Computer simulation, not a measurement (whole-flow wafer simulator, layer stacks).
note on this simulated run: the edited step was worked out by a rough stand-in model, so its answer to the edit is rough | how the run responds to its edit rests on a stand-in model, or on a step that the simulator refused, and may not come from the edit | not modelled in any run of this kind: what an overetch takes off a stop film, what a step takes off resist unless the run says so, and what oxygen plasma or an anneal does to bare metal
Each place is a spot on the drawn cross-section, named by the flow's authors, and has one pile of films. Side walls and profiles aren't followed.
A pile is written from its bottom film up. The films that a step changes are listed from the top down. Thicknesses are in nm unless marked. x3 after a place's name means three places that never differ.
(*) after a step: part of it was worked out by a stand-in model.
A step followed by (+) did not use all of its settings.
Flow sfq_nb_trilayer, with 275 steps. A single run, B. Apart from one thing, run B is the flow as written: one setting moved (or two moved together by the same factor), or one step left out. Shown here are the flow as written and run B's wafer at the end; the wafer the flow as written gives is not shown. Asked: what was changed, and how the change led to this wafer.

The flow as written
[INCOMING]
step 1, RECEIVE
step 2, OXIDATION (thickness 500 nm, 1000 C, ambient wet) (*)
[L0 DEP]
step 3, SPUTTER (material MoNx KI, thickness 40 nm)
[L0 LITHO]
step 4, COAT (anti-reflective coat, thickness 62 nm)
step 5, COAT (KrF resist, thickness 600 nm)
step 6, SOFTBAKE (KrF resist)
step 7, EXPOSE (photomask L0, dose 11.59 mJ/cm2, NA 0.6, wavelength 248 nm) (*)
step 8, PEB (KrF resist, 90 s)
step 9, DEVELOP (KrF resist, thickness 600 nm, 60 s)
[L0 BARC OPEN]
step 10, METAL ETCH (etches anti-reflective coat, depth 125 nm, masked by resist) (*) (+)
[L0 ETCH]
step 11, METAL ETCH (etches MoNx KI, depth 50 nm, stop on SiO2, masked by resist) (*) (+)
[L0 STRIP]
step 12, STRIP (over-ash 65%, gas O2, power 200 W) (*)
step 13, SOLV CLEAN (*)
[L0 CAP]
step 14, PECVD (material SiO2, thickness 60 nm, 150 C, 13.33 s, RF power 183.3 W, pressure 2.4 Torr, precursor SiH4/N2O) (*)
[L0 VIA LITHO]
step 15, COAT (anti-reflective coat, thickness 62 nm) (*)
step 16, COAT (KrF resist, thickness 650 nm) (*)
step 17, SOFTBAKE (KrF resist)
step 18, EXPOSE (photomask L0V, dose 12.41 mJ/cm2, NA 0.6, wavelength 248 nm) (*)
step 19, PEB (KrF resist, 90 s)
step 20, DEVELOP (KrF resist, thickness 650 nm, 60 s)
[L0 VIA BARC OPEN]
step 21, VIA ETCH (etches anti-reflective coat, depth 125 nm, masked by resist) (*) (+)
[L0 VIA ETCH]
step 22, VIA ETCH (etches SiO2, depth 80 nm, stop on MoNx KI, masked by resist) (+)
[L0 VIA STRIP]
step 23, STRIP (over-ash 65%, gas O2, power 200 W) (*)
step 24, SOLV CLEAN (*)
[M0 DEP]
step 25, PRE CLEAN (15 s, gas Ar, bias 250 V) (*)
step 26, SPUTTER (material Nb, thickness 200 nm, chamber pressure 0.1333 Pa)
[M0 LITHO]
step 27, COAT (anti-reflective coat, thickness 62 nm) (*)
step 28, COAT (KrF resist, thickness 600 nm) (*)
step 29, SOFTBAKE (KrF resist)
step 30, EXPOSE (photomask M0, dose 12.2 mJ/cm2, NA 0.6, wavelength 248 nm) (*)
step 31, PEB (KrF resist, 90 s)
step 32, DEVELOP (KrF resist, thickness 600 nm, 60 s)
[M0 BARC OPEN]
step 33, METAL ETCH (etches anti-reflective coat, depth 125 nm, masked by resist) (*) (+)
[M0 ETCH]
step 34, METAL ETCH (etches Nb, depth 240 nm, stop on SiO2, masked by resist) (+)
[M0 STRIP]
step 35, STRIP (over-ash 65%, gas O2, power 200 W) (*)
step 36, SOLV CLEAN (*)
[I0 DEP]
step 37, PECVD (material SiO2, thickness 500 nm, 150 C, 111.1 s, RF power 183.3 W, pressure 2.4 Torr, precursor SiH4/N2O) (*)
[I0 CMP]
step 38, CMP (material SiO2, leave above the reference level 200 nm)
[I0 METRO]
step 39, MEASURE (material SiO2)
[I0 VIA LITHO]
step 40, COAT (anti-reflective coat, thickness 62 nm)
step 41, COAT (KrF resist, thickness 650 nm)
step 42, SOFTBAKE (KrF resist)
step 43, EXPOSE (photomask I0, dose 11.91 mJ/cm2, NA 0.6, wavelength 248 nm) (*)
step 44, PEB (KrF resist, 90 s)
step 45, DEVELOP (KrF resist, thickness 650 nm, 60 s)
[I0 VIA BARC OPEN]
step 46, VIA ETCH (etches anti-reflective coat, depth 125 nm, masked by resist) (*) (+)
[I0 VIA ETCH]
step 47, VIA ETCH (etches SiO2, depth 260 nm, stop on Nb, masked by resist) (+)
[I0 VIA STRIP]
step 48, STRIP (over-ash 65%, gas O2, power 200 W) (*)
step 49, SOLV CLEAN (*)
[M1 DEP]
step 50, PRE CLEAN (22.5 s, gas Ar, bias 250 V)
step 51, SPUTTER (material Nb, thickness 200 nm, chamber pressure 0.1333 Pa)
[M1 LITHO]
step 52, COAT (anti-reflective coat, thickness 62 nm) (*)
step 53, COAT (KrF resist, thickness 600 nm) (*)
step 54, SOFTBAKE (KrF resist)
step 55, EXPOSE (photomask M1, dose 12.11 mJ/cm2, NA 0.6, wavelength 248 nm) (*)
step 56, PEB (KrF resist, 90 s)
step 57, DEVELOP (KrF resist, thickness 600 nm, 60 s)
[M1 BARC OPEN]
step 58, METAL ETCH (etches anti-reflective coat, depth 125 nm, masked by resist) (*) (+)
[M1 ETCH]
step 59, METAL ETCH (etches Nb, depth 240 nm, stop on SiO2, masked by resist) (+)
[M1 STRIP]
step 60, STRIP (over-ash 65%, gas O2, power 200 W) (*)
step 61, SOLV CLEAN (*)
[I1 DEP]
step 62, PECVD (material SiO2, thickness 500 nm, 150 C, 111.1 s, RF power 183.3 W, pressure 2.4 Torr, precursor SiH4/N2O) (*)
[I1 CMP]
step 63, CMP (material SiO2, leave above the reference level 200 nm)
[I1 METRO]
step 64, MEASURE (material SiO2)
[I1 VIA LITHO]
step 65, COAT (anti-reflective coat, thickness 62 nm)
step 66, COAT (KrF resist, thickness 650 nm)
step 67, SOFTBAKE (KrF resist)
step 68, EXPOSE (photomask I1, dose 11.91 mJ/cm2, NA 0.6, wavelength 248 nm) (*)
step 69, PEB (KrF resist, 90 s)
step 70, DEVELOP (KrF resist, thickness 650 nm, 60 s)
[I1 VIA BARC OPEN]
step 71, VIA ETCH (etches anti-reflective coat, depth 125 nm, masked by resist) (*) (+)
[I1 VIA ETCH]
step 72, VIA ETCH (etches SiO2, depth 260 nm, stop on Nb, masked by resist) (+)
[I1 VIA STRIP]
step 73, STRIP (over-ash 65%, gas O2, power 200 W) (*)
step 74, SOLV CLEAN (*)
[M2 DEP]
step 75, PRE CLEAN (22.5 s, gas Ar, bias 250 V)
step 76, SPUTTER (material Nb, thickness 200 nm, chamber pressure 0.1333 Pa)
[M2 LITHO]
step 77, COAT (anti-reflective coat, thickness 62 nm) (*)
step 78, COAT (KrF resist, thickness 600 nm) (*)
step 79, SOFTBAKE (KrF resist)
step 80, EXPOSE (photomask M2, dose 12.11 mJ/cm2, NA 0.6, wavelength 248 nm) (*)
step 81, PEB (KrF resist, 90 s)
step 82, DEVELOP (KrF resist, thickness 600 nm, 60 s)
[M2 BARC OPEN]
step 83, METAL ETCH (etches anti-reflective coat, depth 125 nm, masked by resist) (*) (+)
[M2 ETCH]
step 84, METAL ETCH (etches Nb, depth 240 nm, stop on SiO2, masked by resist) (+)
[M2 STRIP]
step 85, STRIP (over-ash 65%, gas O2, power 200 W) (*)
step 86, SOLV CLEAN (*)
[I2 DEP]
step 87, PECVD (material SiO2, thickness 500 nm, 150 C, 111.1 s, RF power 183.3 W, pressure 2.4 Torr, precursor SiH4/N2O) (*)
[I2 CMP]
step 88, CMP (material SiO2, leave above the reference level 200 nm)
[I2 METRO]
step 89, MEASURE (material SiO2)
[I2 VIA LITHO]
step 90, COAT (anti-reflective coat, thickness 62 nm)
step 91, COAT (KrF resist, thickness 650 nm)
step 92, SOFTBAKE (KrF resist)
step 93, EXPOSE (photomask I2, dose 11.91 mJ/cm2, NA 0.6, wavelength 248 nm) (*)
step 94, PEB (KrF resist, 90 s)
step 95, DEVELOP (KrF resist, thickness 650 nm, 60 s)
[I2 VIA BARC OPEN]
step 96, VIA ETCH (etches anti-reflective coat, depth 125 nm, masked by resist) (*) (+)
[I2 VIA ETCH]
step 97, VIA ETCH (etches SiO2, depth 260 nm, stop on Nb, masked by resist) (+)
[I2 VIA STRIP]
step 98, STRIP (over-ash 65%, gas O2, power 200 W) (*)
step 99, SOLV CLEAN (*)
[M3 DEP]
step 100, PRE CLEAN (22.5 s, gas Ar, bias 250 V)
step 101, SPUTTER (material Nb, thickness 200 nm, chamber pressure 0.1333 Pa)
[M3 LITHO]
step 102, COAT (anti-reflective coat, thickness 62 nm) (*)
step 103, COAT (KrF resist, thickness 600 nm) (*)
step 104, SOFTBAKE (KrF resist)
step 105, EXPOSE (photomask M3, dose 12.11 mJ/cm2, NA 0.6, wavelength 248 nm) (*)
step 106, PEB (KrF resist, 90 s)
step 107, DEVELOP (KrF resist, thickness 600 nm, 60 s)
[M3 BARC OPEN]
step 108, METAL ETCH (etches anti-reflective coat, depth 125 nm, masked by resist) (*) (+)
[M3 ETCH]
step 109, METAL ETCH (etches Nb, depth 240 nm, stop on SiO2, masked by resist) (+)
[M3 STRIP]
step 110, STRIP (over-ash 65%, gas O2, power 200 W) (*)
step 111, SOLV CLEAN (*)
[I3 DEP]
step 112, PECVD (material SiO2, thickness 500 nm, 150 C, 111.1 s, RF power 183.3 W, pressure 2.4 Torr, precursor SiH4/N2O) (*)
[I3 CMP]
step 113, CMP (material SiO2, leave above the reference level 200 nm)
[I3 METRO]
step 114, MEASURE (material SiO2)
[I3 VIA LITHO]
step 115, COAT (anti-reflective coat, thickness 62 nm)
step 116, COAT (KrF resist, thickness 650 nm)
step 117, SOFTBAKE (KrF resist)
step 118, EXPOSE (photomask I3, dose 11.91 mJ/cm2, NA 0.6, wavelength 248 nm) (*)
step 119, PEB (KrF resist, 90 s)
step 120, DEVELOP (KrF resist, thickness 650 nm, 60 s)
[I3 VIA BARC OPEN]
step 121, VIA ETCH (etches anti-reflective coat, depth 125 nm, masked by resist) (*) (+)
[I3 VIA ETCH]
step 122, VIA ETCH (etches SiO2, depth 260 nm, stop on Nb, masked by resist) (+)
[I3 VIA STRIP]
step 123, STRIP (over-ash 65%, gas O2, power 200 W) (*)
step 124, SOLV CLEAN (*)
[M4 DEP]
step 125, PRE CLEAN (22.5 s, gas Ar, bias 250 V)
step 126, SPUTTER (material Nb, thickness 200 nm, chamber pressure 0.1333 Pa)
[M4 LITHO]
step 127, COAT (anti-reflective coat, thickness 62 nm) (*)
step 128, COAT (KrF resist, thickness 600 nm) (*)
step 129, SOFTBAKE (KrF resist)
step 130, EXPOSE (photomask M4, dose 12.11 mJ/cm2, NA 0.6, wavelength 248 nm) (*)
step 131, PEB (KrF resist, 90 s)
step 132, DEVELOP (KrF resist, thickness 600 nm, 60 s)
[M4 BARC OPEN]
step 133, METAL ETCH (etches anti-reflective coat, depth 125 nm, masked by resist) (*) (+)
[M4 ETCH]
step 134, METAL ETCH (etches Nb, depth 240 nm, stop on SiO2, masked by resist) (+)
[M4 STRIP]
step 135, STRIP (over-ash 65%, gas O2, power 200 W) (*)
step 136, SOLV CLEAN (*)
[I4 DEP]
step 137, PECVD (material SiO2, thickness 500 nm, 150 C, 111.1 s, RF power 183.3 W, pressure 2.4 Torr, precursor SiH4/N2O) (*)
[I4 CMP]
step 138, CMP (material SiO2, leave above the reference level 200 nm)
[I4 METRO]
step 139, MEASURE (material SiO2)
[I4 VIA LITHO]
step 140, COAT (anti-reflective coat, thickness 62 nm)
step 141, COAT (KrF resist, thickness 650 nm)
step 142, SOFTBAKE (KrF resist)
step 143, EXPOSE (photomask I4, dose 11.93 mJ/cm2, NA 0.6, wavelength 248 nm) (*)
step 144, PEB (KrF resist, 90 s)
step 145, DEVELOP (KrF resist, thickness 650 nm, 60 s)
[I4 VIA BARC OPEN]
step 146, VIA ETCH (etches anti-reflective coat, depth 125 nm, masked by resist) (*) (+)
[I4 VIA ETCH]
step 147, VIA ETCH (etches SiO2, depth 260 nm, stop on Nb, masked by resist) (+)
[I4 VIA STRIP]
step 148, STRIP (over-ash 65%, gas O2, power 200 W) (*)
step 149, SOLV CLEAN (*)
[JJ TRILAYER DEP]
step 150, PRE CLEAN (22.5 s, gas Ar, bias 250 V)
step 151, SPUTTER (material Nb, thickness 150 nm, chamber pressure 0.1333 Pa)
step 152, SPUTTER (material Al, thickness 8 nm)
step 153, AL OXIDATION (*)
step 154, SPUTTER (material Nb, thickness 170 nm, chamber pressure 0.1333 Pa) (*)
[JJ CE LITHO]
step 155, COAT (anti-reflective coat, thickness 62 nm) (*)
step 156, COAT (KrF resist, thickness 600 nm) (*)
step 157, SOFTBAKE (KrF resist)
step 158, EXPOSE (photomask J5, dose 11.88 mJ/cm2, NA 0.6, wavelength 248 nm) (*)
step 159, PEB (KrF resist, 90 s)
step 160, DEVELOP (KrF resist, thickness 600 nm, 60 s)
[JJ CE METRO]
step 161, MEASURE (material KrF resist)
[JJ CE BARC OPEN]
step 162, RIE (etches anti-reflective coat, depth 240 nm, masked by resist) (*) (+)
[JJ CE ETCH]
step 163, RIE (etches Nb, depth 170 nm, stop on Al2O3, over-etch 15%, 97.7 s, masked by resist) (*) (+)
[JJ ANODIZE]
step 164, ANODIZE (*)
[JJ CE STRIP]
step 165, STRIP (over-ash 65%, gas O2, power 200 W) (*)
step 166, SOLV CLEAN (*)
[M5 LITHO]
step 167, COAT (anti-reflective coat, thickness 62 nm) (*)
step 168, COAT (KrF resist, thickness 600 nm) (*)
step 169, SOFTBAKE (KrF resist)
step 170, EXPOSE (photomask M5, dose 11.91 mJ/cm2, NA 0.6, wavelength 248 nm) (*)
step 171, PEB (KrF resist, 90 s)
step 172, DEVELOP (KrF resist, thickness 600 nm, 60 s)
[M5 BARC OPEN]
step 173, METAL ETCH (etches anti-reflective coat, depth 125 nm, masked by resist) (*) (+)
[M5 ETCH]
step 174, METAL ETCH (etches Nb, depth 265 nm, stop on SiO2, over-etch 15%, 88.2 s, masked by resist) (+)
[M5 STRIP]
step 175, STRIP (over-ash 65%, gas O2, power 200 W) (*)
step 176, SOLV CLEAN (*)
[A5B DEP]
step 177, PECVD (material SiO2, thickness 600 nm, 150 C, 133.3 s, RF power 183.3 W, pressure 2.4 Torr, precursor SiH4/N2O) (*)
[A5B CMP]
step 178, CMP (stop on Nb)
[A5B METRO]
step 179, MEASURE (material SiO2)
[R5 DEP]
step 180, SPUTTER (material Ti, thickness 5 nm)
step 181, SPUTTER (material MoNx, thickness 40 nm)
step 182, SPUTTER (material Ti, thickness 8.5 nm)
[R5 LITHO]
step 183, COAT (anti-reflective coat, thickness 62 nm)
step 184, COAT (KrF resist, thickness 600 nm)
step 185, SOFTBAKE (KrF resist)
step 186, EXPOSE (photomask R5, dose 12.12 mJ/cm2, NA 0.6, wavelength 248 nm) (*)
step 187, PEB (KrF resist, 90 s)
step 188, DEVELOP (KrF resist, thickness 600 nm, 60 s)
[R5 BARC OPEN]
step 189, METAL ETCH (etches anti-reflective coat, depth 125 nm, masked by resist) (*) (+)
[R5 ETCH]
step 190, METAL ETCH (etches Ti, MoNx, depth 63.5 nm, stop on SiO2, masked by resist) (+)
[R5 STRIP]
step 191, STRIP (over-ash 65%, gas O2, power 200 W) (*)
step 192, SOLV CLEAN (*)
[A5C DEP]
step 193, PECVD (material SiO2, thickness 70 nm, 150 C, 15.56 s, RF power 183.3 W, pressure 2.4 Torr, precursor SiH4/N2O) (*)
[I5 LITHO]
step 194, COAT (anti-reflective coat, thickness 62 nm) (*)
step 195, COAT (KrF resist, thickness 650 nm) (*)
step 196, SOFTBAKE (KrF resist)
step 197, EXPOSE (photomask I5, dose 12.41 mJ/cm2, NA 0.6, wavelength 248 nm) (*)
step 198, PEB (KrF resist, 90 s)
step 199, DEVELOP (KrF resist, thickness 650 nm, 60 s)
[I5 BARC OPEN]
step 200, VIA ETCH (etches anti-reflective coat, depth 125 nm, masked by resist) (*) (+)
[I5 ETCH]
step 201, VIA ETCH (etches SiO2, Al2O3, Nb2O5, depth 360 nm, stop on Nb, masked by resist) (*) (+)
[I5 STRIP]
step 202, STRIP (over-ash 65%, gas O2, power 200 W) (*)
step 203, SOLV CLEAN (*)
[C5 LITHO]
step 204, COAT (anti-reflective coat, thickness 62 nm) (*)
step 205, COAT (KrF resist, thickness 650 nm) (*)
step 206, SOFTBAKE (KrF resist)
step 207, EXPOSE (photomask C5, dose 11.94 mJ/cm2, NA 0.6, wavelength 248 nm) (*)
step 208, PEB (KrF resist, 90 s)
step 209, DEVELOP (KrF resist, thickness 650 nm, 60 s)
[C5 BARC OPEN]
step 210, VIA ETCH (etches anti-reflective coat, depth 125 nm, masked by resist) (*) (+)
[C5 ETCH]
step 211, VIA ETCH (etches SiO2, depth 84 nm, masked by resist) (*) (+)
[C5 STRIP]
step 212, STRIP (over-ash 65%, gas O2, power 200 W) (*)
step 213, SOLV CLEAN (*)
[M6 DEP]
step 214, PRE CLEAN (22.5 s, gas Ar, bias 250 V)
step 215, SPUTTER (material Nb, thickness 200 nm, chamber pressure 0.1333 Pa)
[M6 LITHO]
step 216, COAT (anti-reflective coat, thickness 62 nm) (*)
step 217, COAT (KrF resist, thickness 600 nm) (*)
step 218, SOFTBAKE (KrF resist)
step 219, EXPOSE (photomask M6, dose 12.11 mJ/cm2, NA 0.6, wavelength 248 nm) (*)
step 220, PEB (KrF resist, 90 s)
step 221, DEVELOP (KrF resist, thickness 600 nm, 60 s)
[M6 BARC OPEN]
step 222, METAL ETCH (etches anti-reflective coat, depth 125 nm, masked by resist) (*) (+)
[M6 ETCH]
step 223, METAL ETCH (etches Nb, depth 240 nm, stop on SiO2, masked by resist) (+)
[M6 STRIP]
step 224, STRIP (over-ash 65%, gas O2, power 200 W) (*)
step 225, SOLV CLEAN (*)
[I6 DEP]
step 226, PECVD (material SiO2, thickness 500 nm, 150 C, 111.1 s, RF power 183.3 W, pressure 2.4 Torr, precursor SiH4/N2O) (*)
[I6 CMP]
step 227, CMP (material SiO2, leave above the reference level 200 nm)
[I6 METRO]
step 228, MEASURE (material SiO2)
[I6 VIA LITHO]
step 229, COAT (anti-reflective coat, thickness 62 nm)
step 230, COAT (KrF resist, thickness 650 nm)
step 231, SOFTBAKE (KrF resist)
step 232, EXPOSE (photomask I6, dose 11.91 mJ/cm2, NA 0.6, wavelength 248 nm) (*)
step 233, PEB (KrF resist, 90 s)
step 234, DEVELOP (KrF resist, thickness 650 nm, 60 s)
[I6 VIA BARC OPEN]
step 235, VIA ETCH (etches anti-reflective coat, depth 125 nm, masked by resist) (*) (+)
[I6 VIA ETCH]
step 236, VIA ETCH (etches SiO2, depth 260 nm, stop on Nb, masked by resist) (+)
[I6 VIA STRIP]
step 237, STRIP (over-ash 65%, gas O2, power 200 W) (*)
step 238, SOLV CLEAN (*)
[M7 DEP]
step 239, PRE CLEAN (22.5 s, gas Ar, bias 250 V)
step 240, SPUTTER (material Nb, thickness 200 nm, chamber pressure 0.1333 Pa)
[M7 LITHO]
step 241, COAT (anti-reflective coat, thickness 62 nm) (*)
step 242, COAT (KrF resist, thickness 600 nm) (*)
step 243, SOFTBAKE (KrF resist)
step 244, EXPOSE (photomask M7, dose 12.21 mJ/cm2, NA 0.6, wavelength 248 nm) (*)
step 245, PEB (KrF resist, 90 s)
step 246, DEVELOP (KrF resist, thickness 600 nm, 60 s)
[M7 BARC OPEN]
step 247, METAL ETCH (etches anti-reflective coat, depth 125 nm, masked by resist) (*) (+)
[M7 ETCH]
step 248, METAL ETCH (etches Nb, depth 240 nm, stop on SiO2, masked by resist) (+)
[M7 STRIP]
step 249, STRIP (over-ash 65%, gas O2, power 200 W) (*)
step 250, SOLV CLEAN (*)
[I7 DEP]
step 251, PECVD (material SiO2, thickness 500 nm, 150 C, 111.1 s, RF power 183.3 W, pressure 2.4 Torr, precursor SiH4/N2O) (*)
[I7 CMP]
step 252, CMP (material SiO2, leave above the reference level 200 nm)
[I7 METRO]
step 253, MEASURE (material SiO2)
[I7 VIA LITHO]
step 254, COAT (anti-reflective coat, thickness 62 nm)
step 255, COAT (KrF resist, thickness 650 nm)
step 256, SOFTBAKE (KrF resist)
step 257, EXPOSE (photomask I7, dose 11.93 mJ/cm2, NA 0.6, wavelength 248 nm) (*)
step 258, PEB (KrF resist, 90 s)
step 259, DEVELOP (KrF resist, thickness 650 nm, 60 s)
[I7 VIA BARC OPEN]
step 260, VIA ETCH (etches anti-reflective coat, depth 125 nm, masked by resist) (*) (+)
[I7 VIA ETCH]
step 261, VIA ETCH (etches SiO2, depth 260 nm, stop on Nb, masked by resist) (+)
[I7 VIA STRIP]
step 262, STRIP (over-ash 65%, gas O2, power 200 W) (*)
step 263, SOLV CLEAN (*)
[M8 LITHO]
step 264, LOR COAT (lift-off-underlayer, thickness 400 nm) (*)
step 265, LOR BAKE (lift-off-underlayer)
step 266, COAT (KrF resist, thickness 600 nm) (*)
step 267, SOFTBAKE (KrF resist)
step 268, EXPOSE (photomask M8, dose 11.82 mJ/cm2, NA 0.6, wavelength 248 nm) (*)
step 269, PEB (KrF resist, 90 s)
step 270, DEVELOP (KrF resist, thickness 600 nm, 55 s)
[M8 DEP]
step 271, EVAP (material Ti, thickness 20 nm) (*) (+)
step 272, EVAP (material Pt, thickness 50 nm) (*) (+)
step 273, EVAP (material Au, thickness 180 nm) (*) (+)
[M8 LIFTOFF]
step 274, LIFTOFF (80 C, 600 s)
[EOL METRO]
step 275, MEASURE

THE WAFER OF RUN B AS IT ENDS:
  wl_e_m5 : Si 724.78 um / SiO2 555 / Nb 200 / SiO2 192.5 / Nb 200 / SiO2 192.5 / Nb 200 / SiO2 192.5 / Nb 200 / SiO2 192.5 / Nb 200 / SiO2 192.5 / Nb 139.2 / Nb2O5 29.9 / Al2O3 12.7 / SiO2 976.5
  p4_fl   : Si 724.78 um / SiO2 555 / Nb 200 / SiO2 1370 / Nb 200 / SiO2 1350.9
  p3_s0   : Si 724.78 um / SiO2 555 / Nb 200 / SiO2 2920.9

What caused this: step 251, PECVD: thickness 375 nm was run, though the flow has thickness 500 nm; step 251, PECVD: 83.33 s was run, where the flow has 111.1 s.

How this came from the change, step by step:
  step 251, PECVD (material SiO2, thickness 500 nm, 150 C, 111.1 s, RF power 183.3 W, pressure 2.4 Torr, precursor SiH4/N2O) (*)
      field_l, p4_fl, p4_fm and 56 more: +375 SiO2 (it would be, as written: +500 SiO2)
      v_sur, via_wl, via_w and 37 more: +375 SiO2 (new film) (it would be, as written: +500 SiO2 (new film))
      (and at 7 other places as well)
  step 252, CMP (material SiO2, leave above the reference level 200 nm)
      field_l, p4_fl, p4_fm and 56 more: nothing (it would be, as written: -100 SiO2)
      field_r, lsp_l: nothing (it would be, as written: -77.7 SiO2)
      (and at 45 other places as well)
  step 254, COAT (anti-reflective coat, thickness 62 nm)
      p4_fm, p3_fr, wl_d_sl, wl_d_m1, wl_d_sr, wl_e_sl: +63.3 anti-reflective coat (new film) (it would be, as written: +62 anti-reflective coat (new film))
      m0r_space_l, m0r_space_r, m6r_space_l, m6r_space_r: +65.5 anti-reflective coat (new film) (it would be, as written: +62 anti-reflective coat (new film))
      (and at 41 other places as well)
  step 255, COAT (KrF resist, thickness 650 nm)
      lsp_l: +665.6 KrF resist (new film) (it would be, as written: +650 KrF resist (new film))
  step 260, VIA ETCH (etches anti-reflective coat, depth 125 nm, masked by resist) (*) (+)
      field_l, v_sur, via_sp and 100 more: -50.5 KrF resist (it would be, as written: -51.7 KrF resist)
      via_wl, via_w: -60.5 anti-reflective coat (all of it), -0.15 SiO2 (it would be, as written: -62 anti-reflective coat (all of it), -0.16 SiO2)
      (and at 1 other place as well)
  step 262, STRIP (over-ash 65%, gas O2, power 200 W) (*)
      m0r_space_l, m0r_space_r, m6r_space_l, m6r_space_r: -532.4 KrF resist (all of it), -65.5 anti-reflective coat (all of it) (it would be, as written: -528.6 KrF resist (all of it), -62 anti-reflective coat (all of it))
      wl_d_m1, wl_d_sr: -534.8 KrF resist (all of it), -63.3 anti-reflective coat (all of it) (it would be, as written: -528.6 KrF resist (all of it), -62 anti-reflective coat (all of it))
      (and at 42 other places as well)
  step 264, LOR COAT (lift-off-underlayer, thickness 400 nm) (*)
      m5r_linepad_l, m5r_linepad_r: +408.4 lift-off-underlayer (new film) (it would be, as written: +400 lift-off-underlayer (new film))
      r5r_spacepad_l, r5r_spacepad_r: +409.3 lift-off-underlayer (new film) (it would be, as written: +400 lift-off-underlayer (new film))
      (and at 14 other places as well)
  step 270, DEVELOP (KrF resist, thickness 600 nm, 55 s)
      field_l: -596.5 KrF resist (all of it), -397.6 lift-off-underlayer (all of it) (it would be, as written: -593.7 KrF resist (all of it), -388.2 lift-off-underlayer (all of it))
  step 274, LIFTOFF (80 C, 600 s)
      m5r_linepad_l, m5r_linepad_r: -180 Au (all of it), -50 Pt (all of it), -20 Ti (all of it), -573.7 KrF resist (all of it), -408.4 lift-off-underlayer (all of it) (it would be, as written: -180 Au (all of it), -50 Pt (all of it), -20 Ti (all of it), -576.2 KrF resist (all of it), -400 lift-off-underlayer (all of it))
      m7r_line_l, m7r_line_r: -180 Au (all of it), -50 Pt (all of it), -20 Ti (all of it), -575.2 KrF resist (all of it), -391.1 lift-off-underlayer (all of it) (it would be, as written: -180 Au (all of it), -50 Pt (all of it), -20 Ti (all of it), -576.2 KrF resist (all of it), -400 lift-off-underlayer (all of it))
      (and at 13 other places as well)
